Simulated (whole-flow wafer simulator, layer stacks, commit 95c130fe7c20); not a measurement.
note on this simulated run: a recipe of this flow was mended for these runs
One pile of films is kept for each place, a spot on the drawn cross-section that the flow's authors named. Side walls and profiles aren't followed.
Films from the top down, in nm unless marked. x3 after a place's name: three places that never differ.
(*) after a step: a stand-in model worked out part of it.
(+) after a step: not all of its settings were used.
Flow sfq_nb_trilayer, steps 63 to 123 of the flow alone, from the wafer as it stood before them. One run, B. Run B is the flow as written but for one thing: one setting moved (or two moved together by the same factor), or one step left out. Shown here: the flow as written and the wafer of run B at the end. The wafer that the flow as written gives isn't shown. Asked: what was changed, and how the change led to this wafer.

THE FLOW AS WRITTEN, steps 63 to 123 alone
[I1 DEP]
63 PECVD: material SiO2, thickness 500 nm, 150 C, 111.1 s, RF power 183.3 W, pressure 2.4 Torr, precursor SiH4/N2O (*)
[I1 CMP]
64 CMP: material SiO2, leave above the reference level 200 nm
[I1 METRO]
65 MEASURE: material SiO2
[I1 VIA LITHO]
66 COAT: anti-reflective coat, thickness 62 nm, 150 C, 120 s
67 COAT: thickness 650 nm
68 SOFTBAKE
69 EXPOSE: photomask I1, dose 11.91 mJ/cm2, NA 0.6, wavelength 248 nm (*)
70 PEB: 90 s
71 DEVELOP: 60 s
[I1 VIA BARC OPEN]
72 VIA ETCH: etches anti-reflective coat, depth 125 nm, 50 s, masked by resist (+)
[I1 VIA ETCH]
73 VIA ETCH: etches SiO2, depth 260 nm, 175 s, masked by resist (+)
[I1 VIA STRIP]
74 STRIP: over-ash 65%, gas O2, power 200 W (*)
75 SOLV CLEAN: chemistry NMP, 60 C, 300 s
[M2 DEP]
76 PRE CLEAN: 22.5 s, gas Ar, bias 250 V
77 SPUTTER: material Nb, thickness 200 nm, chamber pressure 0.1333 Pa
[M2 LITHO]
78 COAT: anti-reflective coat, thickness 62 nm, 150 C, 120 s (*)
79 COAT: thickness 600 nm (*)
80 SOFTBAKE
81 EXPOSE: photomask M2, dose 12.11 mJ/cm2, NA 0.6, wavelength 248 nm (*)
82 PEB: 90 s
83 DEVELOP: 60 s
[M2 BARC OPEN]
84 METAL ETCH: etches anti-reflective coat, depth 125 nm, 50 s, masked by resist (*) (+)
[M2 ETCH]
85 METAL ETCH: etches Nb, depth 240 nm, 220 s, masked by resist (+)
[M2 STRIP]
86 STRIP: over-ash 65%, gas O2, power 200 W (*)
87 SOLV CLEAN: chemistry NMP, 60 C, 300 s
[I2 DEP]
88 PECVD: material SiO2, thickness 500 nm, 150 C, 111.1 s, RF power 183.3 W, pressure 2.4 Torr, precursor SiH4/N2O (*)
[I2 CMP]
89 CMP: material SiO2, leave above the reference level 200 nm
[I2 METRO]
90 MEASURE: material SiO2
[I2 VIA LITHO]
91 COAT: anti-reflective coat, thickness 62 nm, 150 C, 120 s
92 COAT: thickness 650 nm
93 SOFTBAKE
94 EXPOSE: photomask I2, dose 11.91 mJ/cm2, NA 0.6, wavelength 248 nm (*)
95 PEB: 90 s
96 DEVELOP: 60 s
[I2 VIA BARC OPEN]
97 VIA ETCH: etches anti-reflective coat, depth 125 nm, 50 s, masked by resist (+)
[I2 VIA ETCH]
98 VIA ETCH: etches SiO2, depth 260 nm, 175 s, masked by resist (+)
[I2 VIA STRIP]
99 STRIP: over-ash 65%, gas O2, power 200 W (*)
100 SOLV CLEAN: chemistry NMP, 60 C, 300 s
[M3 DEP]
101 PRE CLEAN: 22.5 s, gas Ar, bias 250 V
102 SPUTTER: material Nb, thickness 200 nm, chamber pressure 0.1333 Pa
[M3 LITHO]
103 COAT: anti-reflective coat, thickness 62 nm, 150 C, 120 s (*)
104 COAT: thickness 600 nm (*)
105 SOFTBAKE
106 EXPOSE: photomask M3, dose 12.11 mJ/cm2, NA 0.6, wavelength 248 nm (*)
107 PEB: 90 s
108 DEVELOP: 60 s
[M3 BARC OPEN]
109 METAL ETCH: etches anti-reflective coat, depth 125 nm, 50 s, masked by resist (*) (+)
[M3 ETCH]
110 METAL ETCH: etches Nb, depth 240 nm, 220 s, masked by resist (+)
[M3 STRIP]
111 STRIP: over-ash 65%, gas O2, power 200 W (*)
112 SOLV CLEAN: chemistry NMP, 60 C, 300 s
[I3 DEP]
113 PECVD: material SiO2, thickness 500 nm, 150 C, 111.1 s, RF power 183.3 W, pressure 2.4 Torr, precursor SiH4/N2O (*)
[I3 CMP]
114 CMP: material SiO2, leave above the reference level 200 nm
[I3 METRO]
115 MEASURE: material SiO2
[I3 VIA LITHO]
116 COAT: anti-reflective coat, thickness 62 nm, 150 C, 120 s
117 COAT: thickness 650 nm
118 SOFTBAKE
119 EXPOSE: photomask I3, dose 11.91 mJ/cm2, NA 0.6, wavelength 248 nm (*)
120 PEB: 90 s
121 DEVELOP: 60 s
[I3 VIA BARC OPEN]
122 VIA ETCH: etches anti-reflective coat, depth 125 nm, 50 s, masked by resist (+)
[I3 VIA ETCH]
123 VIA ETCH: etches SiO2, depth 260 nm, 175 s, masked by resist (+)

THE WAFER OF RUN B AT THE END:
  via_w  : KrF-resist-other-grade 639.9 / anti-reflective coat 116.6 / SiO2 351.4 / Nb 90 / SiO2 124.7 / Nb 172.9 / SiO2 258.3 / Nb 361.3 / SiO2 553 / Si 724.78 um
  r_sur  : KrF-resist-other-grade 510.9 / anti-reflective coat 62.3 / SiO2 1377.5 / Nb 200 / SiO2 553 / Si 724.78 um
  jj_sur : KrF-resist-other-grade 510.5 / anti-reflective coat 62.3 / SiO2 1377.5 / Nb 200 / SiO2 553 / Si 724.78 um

The cause: step 63, PECVD: 69.44 s was run, where the flow has 111.1 s.

How the change led to this, step by step:
  63 PECVD: material SiO2, thickness 500 nm, 150 C, 111.1 s, RF power 183.3 W, pressure 2.4 Torr, precursor SiH4/N2O (*)
      field_l, be, be_sur and 72 more: SiO2 +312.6 (as written it would be: SiO2 +500)
      v_sur, via_wl, via_wr and 20 more: SiO2 +312.6 (new film) (as written it would be: SiO2 +500 (new film))
      (and at 8 more places)
  64 CMP: material SiO2, leave above the reference level 200 nm
      field_l, be, be_sur and 72 more: nothing (as written it would be: SiO2 -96)
      lsp_m, ln_m6, lsp_r, l0_sur, l0v: nothing (as written it would be: SiO2 -90.8)
      (and at 26 more places)
  66 COAT: anti-reflective coat, thickness 62 nm, 150 C, 120 s
      m0r_line_l x3, m0r_line_r x3: anti-reflective coat +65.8 (new film) (as written it would be: anti-reflective coat +62 (new film))
      m0r_space_l, m0r_space_r, m6r_space_l x2, m6r_space_r x2: anti-reflective coat +84.3 (new film) (as written it would be: anti-reflective coat +62 (new film))
      (and at 74 more places)
  67 COAT: thickness 650 nm
      m0r_line_l x3, m0r_line_r x3: KrF-resist-other-grade +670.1 (new film) (as written it would be: KrF-resist-other-grade +650 (new film))
      ln_m6, l0v: KrF-resist-other-grade +667.8 (new film) (as written it would be: KrF-resist-other-grade +650 (new film))
      (and at 30 more places)
  71 DEVELOP: 60 s
      via_v: KrF-resist-other-grade -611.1 (all of it) (as written it would be: KrF-resist-other-grade -648.6 (all of it))
  72 VIA ETCH: etches anti-reflective coat, depth 125 nm, 50 s, masked by resist (+)
      via_v: anti-reflective coat -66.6 (all of it), SiO2 -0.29 (as written it would be: anti-reflective coat -62 (all of it), SiO2 -0.31)
  74 STRIP: over-ash 65%, gas O2, power 200 W (*)
      m0r_line_l x3, m0r_line_r x3: KrF-resist-other-grade -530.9 (all of it), anti-reflective coat -65.8 (all of it) (as written it would be: KrF-resist-other-grade -510.8 (all of it), anti-reflective coat -62 (all of it))
      m0r_space_l, m0r_space_r, m6r_space_l x2, m6r_space_r x2: KrF-resist-other-grade -515.7 (all of it), anti-reflective coat -84.3 (all of it) (as written it would be: KrF-resist-other-grade -510.8 (all of it), anti-reflective coat -62 (all of it))
      (and at 80 more places)
  77 SPUTTER: material Nb, thickness 200 nm, chamber pressure 0.1333 Pa
      be, lsp_l: Nb +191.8 (new film) (as written it would be: Nb +200 (new film))
      via_w: Nb +172.9 (new film) (as written it would be: Nb +200 (new film))
  78 COAT: anti-reflective coat, thickness 62 nm, 150 C, 120 s (*)
      m0r_line_l x3, m0r_line_r x3: anti-reflective coat +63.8 (new film) (as written it would be: anti-reflective coat +62 (new film))
      m0r_space_l, m0r_space_r, m6r_space_l x2, m6r_space_r x2: anti-reflective coat +82.2 (new film) (as written it would be: anti-reflective coat +62 (new film))
      (and at 75 more places)
  79 COAT: thickness 600 nm (*)
      m0r_line_l x3, m0r_line_r x3: KrF-resist-other-grade +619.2 (new film) (as written it would be: KrF-resist-other-grade +600 (new film))
      m5r_line_l, m5r_line_r: KrF-resist-other-grade +620.3 (new film) (as written it would be: KrF-resist-other-grade +600 (new film))
      (and at 36 more places)
  83 DEVELOP: 60 s
      m0r_line_l x3, m0r_line_r x3: KrF-resist-other-grade -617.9 (all of it) (as written it would be: KrF-resist-other-grade -598.7 (all of it))
      m5r_line_l, m5r_line_r: KrF-resist-other-grade -619 (all of it) (as written it would be: KrF-resist-other-grade -598.7 (all of it))
      (and at 23 more places)
  84 METAL ETCH: etches anti-reflective coat, depth 125 nm, 50 s, masked by resist (*) (+)
      m0r_line_l x3, m0r_line_r x3: anti-reflective coat -63.8 (all of it) (as written it would be: anti-reflective coat -62 (all of it))
      m0r_space_l, m0r_space_r, m6r_space_l x2, m6r_space_r x2: anti-reflective coat -82.2 (all of it) (as written it would be: anti-reflective coat -62 (all of it))
      (and at 55 more places)
  85 METAL ETCH: etches Nb, depth 240 nm, 220 s, masked by resist (+)
      be, lsp_l: Nb -191.8 (all of it), SiO2 -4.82 (as written it would be: Nb -200 (all of it), SiO2 -4)
  86 STRIP: over-ash 65%, gas O2, power 200 W (*)
      v_sur: KrF-resist-other-grade -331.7 (all of it), anti-reflective coat -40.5 (all of it) (as written it would be: KrF-resist-other-grade -360.6 (all of it), anti-reflective coat -64.8 (all of it))
      via_wl: KrF-resist-other-grade -342.7 (all of it), anti-reflective coat -27.8 (all of it) (as written it would be: KrF-resist-other-grade -357.4 (all of it), anti-reflective coat -67.7 (all of it))
      (and at 20 more places)
  88 PECVD: material SiO2, thickness 500 nm, 150 C, 111.1 s, RF power 183.3 W, pressure 2.4 Torr, precursor SiH4/N2O (*)
      via_w: SiO2 +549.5 (new film) (as written it would be: SiO2 +500 (new film))
  89 CMP: material SiO2, leave above the reference level 200 nm
      field_l, be_sur, gap and 72 more: SiO2 -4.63 (as written it would be: SiO2 -96)
      lsp_m, ln_m6, lsp_r, l0_sur, l0v: SiO2 -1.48 (as written it would be: SiO2 -96)
      (and at 3 more places)
  ... 12 more steps ...
  122 VIA ETCH: etches anti-reflective coat, depth 125 nm, 50 s, masked by resist (+)
      via_v: anti-reflective coat -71 (all of it), SiO2 -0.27 (as written it would be: anti-reflective coat -62 (all of it), SiO2 -0.31)
Counting metal films that touch as one body, via_w has 3 bodies (between them, from the top down: SiO2 124.7; SiO2 258.3); the flow as written gives 2 bodies (between them, from the top down: SiO2 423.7).
